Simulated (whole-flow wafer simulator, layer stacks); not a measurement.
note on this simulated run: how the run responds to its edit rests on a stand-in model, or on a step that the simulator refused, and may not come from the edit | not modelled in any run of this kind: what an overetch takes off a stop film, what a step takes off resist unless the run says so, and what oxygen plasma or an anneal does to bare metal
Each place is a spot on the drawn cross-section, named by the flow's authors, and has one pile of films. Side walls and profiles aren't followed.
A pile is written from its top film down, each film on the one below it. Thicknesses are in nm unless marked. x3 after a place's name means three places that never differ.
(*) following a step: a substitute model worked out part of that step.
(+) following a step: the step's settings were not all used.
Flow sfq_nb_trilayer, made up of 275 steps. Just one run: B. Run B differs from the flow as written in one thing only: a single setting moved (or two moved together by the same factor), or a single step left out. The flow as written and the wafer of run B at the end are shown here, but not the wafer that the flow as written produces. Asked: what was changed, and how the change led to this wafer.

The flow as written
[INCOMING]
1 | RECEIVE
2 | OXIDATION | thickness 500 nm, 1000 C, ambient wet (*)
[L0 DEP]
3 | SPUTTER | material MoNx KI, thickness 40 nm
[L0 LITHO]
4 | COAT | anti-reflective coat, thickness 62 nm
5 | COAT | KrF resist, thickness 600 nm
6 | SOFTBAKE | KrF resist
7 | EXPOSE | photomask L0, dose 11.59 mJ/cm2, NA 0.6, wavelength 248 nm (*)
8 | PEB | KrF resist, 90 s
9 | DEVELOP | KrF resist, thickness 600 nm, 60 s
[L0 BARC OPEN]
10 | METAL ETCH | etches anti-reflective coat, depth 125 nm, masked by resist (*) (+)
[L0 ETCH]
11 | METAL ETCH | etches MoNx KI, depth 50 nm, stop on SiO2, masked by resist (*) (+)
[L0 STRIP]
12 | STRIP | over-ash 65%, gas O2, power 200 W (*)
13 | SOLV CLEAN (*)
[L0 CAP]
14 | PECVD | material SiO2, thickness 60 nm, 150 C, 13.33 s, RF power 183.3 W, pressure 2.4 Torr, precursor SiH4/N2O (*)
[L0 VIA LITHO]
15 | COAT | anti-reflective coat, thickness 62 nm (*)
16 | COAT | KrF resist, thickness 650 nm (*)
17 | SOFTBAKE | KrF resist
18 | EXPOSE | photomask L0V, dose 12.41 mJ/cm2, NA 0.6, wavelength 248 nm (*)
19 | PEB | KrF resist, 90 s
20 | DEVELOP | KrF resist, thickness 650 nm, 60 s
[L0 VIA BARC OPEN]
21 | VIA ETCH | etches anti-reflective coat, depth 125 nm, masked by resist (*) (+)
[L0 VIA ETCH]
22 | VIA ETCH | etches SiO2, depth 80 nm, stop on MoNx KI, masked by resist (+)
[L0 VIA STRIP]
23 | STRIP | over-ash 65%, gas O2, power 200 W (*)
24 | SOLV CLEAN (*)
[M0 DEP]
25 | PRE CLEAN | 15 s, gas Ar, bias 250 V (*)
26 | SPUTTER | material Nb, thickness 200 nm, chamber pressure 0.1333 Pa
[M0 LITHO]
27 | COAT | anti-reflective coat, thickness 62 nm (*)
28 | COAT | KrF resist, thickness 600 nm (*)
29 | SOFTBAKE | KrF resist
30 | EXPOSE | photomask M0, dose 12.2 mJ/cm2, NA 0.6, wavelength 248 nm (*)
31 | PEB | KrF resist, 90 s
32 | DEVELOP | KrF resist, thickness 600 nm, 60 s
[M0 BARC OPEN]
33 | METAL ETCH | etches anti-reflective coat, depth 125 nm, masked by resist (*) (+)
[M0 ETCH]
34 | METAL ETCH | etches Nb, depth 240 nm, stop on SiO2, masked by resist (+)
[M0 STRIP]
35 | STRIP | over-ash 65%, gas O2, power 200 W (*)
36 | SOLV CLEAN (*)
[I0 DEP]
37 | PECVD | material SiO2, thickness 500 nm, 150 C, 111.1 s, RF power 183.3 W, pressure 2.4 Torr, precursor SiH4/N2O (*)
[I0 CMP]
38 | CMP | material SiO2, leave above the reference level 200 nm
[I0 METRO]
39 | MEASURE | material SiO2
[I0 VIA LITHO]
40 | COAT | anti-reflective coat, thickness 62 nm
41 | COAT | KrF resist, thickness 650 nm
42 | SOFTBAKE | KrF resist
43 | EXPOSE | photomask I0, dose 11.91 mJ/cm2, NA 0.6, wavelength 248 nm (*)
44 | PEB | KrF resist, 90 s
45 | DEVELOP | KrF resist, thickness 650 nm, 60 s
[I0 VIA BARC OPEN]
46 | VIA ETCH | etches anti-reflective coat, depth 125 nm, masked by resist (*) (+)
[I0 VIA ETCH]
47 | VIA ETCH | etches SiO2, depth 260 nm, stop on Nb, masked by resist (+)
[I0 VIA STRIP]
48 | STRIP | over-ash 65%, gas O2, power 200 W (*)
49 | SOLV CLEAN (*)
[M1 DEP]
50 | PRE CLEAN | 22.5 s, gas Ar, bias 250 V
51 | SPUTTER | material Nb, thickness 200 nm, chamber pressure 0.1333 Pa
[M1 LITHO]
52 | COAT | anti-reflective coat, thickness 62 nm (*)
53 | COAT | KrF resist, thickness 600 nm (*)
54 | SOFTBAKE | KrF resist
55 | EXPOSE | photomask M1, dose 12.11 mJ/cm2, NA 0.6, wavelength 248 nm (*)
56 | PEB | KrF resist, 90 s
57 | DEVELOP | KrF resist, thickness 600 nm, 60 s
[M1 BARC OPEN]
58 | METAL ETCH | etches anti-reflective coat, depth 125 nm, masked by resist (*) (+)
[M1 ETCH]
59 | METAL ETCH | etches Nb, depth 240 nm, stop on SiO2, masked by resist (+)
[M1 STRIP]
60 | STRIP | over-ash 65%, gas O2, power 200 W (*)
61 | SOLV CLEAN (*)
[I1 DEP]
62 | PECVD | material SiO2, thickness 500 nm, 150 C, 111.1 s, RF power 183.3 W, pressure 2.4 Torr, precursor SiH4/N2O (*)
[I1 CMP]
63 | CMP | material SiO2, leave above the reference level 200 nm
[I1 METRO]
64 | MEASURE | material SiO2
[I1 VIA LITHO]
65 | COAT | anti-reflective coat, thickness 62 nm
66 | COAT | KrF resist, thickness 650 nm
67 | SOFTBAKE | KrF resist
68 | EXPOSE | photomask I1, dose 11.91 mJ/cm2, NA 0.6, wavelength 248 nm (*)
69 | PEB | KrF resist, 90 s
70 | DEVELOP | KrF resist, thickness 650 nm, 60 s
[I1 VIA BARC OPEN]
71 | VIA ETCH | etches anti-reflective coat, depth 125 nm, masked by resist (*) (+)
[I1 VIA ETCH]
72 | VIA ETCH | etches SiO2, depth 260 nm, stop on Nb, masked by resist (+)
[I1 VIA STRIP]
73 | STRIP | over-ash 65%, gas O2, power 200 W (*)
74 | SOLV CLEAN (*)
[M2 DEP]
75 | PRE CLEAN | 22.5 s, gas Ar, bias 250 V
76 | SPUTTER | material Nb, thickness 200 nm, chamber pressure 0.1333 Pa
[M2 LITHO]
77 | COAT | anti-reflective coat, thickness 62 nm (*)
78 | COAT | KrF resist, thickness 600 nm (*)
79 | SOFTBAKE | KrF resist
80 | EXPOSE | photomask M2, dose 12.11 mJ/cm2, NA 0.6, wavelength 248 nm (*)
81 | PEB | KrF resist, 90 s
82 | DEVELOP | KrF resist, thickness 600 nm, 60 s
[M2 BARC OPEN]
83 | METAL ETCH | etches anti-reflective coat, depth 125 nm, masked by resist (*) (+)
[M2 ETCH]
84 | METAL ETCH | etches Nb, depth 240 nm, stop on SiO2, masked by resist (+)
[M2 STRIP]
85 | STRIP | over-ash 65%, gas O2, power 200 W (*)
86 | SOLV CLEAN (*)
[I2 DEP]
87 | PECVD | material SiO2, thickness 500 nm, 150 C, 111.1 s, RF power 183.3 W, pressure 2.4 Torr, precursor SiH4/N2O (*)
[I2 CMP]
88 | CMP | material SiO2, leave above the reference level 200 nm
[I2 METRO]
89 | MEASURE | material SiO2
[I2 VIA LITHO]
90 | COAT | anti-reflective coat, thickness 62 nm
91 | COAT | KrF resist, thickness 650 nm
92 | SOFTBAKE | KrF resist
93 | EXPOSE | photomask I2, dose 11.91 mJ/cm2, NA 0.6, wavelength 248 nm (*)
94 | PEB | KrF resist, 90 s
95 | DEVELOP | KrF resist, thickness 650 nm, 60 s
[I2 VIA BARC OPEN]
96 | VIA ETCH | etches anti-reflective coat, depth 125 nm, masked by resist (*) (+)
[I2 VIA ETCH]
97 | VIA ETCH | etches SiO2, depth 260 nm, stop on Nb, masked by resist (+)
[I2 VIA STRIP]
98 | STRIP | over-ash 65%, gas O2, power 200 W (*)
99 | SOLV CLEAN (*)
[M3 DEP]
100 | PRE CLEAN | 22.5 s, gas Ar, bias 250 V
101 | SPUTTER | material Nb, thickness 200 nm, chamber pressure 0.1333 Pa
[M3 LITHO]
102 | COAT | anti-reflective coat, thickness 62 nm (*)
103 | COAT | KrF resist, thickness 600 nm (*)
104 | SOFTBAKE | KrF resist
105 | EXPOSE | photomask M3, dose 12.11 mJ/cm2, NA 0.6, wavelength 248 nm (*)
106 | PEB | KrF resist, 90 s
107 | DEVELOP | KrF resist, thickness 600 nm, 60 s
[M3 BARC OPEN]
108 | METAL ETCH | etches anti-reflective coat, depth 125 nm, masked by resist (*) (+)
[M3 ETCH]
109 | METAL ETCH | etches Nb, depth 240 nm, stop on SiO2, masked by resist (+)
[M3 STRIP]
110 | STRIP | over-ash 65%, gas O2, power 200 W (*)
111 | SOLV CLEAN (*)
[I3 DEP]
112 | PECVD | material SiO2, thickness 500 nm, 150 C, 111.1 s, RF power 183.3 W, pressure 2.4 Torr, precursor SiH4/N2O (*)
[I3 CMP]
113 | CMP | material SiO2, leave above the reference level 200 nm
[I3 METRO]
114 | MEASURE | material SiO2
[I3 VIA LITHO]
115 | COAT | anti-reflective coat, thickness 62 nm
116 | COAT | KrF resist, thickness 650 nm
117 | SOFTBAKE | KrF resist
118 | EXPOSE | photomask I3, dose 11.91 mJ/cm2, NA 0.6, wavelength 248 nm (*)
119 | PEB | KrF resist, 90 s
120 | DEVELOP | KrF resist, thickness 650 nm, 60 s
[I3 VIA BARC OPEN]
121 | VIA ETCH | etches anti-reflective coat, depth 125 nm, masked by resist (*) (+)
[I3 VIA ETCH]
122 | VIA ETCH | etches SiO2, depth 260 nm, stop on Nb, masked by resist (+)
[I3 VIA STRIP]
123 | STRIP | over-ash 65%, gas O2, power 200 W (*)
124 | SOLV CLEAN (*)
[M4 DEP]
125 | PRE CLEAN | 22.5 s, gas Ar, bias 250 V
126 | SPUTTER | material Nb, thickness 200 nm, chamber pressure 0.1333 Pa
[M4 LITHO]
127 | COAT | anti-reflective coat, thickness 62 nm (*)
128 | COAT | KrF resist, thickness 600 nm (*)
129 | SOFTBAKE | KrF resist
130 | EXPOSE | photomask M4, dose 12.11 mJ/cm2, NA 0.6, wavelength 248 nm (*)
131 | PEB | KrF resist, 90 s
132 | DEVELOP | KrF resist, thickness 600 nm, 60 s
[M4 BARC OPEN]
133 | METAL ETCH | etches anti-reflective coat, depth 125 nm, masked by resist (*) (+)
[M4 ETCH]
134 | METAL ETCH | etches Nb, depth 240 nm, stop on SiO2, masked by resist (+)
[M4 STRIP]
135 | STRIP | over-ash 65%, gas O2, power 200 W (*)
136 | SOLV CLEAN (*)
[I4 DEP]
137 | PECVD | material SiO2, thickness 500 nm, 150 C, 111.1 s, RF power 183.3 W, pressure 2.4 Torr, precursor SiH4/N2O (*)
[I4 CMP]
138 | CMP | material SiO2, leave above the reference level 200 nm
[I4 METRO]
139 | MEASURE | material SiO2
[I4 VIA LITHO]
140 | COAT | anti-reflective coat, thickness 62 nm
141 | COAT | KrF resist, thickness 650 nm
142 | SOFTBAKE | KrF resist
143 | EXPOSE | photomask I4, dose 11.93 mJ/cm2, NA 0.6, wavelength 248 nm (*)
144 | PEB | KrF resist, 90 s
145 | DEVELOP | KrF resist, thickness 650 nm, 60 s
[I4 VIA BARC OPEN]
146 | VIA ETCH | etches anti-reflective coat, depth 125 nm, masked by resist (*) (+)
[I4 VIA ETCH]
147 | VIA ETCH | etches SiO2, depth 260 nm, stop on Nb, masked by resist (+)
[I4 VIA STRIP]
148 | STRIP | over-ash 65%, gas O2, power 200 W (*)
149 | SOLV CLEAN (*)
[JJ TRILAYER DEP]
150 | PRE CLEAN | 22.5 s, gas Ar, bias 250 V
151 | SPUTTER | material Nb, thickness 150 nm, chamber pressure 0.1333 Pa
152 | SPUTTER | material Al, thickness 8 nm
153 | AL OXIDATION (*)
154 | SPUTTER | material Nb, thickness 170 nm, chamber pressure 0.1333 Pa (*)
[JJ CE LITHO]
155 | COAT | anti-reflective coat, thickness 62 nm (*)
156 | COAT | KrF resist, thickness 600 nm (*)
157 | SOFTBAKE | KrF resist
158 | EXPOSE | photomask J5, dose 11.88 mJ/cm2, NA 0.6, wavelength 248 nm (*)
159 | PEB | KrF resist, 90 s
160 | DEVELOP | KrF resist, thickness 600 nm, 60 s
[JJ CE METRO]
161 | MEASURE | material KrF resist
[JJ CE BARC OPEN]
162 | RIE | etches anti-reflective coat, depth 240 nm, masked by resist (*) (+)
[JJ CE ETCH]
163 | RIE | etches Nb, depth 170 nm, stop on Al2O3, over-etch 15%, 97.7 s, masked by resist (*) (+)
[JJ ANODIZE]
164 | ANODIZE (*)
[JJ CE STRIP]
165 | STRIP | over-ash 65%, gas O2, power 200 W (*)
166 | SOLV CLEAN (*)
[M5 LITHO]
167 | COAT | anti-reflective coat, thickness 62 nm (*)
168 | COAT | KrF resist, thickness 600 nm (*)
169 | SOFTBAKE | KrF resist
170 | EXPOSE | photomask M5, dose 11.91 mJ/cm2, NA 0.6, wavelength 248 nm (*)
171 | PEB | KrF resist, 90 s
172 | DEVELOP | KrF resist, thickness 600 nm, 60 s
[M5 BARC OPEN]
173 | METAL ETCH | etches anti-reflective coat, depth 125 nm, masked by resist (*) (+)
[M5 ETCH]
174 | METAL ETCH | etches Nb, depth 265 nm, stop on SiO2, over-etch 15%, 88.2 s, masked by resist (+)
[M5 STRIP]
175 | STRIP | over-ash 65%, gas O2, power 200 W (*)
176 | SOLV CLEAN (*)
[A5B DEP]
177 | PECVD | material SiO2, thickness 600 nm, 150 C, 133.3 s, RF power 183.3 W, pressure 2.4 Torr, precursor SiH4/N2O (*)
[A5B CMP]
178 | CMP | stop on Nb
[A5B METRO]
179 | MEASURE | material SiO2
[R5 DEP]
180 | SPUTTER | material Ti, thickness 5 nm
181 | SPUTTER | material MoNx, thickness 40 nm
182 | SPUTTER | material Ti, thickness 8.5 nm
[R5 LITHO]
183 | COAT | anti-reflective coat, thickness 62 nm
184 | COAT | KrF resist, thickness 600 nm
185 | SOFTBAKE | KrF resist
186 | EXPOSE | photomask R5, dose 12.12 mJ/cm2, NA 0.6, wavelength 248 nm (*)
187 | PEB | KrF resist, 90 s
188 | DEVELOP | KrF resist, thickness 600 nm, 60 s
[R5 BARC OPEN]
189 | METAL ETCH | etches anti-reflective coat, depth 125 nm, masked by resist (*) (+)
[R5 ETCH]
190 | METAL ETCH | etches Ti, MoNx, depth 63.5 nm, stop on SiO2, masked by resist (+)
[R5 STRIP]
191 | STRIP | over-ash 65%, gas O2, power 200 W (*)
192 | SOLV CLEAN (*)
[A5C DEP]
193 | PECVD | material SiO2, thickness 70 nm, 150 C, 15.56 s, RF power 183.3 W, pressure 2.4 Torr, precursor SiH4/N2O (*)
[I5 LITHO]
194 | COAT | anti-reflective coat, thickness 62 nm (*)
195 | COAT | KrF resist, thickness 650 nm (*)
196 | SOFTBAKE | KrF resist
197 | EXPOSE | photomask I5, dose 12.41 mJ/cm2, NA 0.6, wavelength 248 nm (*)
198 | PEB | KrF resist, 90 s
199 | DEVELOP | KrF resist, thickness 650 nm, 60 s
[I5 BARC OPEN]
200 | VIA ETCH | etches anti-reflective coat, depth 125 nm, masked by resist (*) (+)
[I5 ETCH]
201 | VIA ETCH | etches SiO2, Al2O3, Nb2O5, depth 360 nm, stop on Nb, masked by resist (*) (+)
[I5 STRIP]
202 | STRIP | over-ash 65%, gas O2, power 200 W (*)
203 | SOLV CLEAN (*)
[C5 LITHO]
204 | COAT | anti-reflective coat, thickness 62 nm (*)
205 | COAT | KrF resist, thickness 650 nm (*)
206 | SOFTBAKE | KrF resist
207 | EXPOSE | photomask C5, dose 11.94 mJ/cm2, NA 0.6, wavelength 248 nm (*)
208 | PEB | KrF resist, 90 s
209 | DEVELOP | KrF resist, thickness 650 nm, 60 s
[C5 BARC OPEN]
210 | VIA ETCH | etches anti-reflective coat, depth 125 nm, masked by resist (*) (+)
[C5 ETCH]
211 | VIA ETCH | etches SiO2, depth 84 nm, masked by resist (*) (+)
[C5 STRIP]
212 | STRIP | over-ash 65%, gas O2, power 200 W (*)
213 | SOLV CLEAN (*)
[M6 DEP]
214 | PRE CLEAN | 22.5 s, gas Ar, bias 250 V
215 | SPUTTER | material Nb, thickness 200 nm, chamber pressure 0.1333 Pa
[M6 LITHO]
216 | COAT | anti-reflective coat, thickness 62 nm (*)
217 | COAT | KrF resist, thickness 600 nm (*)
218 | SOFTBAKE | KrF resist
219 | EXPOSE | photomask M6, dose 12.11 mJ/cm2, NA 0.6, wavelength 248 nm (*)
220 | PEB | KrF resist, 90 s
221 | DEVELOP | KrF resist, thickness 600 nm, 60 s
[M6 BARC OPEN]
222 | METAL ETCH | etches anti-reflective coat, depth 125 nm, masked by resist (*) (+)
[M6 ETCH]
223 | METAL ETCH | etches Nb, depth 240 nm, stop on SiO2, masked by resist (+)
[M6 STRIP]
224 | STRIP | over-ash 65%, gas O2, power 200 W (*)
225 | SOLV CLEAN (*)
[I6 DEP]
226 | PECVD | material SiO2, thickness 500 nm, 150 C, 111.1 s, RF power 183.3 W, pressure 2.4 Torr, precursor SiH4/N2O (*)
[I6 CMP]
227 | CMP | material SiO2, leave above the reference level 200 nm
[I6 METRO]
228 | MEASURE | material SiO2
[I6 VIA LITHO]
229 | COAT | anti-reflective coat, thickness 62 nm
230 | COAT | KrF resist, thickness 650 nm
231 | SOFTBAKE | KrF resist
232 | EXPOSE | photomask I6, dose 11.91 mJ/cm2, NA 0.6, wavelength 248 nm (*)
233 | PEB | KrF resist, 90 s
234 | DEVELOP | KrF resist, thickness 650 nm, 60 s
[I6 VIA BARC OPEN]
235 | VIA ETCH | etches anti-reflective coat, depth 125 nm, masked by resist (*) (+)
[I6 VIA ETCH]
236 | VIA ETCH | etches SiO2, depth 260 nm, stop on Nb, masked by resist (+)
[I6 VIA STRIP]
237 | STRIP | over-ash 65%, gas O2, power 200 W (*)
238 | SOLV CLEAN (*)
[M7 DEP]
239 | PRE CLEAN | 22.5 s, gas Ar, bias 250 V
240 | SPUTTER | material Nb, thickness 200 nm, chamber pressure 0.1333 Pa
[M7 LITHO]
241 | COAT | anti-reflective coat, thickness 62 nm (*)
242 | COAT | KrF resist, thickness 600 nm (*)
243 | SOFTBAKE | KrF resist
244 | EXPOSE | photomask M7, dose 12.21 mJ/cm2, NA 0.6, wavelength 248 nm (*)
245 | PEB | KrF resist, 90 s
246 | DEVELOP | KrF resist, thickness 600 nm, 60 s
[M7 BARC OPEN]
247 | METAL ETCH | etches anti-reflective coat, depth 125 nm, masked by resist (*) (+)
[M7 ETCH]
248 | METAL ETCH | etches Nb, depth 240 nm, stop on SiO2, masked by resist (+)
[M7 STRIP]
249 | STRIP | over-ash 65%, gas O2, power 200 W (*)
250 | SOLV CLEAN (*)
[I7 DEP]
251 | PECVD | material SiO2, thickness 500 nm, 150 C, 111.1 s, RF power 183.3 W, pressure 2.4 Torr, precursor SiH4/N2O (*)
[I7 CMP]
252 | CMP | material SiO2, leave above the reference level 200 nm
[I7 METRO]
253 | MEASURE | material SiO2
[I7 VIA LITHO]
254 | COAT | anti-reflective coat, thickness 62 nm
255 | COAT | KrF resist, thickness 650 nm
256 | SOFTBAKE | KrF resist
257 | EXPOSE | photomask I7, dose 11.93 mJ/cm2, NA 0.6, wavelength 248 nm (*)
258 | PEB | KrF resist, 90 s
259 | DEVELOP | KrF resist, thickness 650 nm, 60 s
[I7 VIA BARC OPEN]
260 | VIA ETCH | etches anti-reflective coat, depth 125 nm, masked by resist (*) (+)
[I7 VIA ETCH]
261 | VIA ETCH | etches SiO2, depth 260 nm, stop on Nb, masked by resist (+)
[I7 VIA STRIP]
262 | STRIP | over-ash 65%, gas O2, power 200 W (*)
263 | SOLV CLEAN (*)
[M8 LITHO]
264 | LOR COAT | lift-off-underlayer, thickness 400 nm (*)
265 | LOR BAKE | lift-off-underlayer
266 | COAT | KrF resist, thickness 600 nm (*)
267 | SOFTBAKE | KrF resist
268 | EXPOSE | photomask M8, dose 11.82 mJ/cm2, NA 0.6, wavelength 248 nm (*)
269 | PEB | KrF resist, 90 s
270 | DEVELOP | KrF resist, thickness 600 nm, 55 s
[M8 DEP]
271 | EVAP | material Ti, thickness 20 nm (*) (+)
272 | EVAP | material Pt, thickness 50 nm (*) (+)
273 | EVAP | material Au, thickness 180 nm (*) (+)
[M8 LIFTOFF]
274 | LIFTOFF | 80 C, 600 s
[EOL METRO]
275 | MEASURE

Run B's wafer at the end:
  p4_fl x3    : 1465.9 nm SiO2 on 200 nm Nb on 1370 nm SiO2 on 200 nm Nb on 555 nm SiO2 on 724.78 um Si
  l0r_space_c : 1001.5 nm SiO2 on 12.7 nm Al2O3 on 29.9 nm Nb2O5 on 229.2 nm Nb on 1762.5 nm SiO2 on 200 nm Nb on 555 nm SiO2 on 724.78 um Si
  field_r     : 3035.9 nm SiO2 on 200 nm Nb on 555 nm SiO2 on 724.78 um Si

What caused this: step 151, SPUTTER: thickness 240 nm was run, while the flow as written has thickness 150 nm.

How this came from the change, step by step:
  151 | SPUTTER | material Nb, thickness 150 nm, chamber pressure 0.1333 Pa
      field_l, v_sur, via_sp and 100 more: +240 Nb (new film) (in the flow as written it would be: +150 Nb (new film))
      via_wl, via_w, via_wr: +209.9 Nb (in the flow as written it would be: +130.4 Nb)
  154 | SPUTTER | material Nb, thickness 170 nm, chamber pressure 0.1333 Pa (*)
      via_wl, via_wr: +109.6 Nb (new film) (in the flow as written it would be: +140.7 Nb (new film))
      via_w: +155.1 Nb (new film) (in the flow as written it would be: +141 Nb (new film))
  155 | COAT | anti-reflective coat, thickness 62 nm (*)
      via_wl, via_wr: +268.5 anti-reflective coat (new film) (in the flow as written it would be: +209.4 anti-reflective coat (new film))
      via_w: +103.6 anti-reflective coat (new film) (in the flow as written it would be: +97.4 anti-reflective coat (new film))
  156 | COAT | KrF resist, thickness 600 nm (*)
      via_wl: +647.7 KrF resist (new film) (in the flow as written it would be: +663 KrF resist (new film))
      via_wr: +647.9 KrF resist (new film) (in the flow as written it would be: +663.2 KrF resist (new film))
  160 | DEVELOP | KrF resist, thickness 600 nm, 60 s
      via_wl: -646.3 KrF resist (all of it) (in the flow as written it would be: -661.6 KrF resist (all of it))
      via_wr: -646.5 KrF resist (all of it) (in the flow as written it would be: -661.8 KrF resist (all of it))
  162 | RIE | etches anti-reflective coat, depth 240 nm, masked by resist (*) (+)
      via_wl, via_wr: -240 anti-reflective coat (in the flow as written it would be: -209.4 anti-reflective coat (all of it))
      ce_l, c5j, ce_r, wl_jj: -240 KrF resist (in the flow as written it would be: -209.4 KrF resist)
      (also at 1 further place)
  163 | RIE | etches Nb, depth 170 nm, stop on Al2O3, over-etch 15%, 97.7 s, masked by resist (*) (+)
      via_wl, via_wr: -28.5 anti-reflective coat (all of it), -109.6 Nb (all of it) (in the flow as written it would be: -140.7 Nb (all of it), -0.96 Al2O3 (all of it))
      via_w: -155.1 Nb (all of it), -0.96 Al2O3 (all of it) (in the flow as written it would be: -141 Nb (all of it), -0.96 Al2O3 (all of it))
  164 | ANODIZE (*)
      via_wl, via_wr: +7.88 Al2O3, +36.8 Nb2O5 (new film), -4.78 Al (all of it), -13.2 Nb (in the flow as written it would be: +7.52 Al2O3 (new film), +39.2 Nb2O5 (new film), -4.56 Al (all of it), -14.1 Nb)
      via_w: +11.2 Al2O3 (new film), +32.6 Nb2O5 (new film), -6.8 Al (all of it), -11.7 Nb (in the flow as written it would be: +10.8 Al2O3 (new film), +33.3 Nb2O5 (new film), -6.54 Al (all of it), -12 Nb)
  165 | STRIP | over-ash 65%, gas O2, power 200 W (*)
      ce_l: -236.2 KrF resist (all of it), -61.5 anti-reflective coat (all of it) (in the flow as written it would be: -266.8 KrF resist (all of it), -61.4 anti-reflective coat (all of it))
      c5j: -236.3 KrF resist (all of it), -61.5 anti-reflective coat (all of it) (in the flow as written it would be: -266.9 KrF resist (all of it), -61.5 anti-reflective coat (all of it))
      (also at 2 further places)
  167 | COAT | anti-reflective coat, thickness 62 nm (*)
      v_sur: +41 anti-reflective coat (new film) (in the flow as written it would be: +44.9 anti-reflective coat (new film))
      via_wl: +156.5 anti-reflective coat (new film) (in the flow as written it would be: +170.5 anti-reflective coat (new film))
      (also at 3 further places)
  168 | COAT | KrF resist, thickness 600 nm (*)
      via_wl: +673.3 KrF resist (new film) (in the flow as written it would be: +656 KrF resist (new film))
      via_wr: +674.2 KrF resist (new film) (in the flow as written it would be: +656.6 KrF resist (new film))
  174 | METAL ETCH | etches Nb, depth 265 nm, stop on SiO2, over-etch 15%, 88.2 s, masked by resist (+)
      r_sur, res, r_end and 48 more: -12.6 Al2O3 (all of it), -29.9 Nb2O5 (all of it), -229.2 Nb (all of it), -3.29 SiO2 (in the flow as written it would be: -12.6 Al2O3 (all of it), -29.9 Nb2O5 (all of it), -139.2 Nb (all of it), -12.3 SiO2)
      field_l, wl_a_sl: -12.6 Al2O3 (all of it), -29.9 Nb2O5 (all of it), -229.2 Nb (all of it), -3.3 SiO2 (in the flow as written it would be: -12.6 Al2O3 (all of it), -29.9 Nb2O5 (all of it), -139.2 Nb (all of it), -12.3 SiO2)
  175 | STRIP | over-ash 65%, gas O2, power 200 W (*)
      v_sur: -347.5 KrF resist (all of it), -41 anti-reflective coat (all of it) (in the flow as written it would be: -349.2 KrF resist (all of it), -44.9 anti-reflective coat (all of it))
      via_wl: -444.3 KrF resist (all of it), -156.5 anti-reflective coat (all of it) (in the flow as written it would be: -427 KrF resist (all of it), -170.5 anti-reflective coat (all of it))
      (also at 3 further places)
  178 | CMP | stop on Nb
      field_l, p4_fl x3, p4_w1 x9 and 26 more: -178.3 SiO2 (in the flow as written it would be: -259.3 SiO2)
      r_sur, res, r_end, moat, field_r, lsp_l: -168.3 SiO2 (in the flow as written it would be: -252.3 SiO2)
      (also at 11 further places)
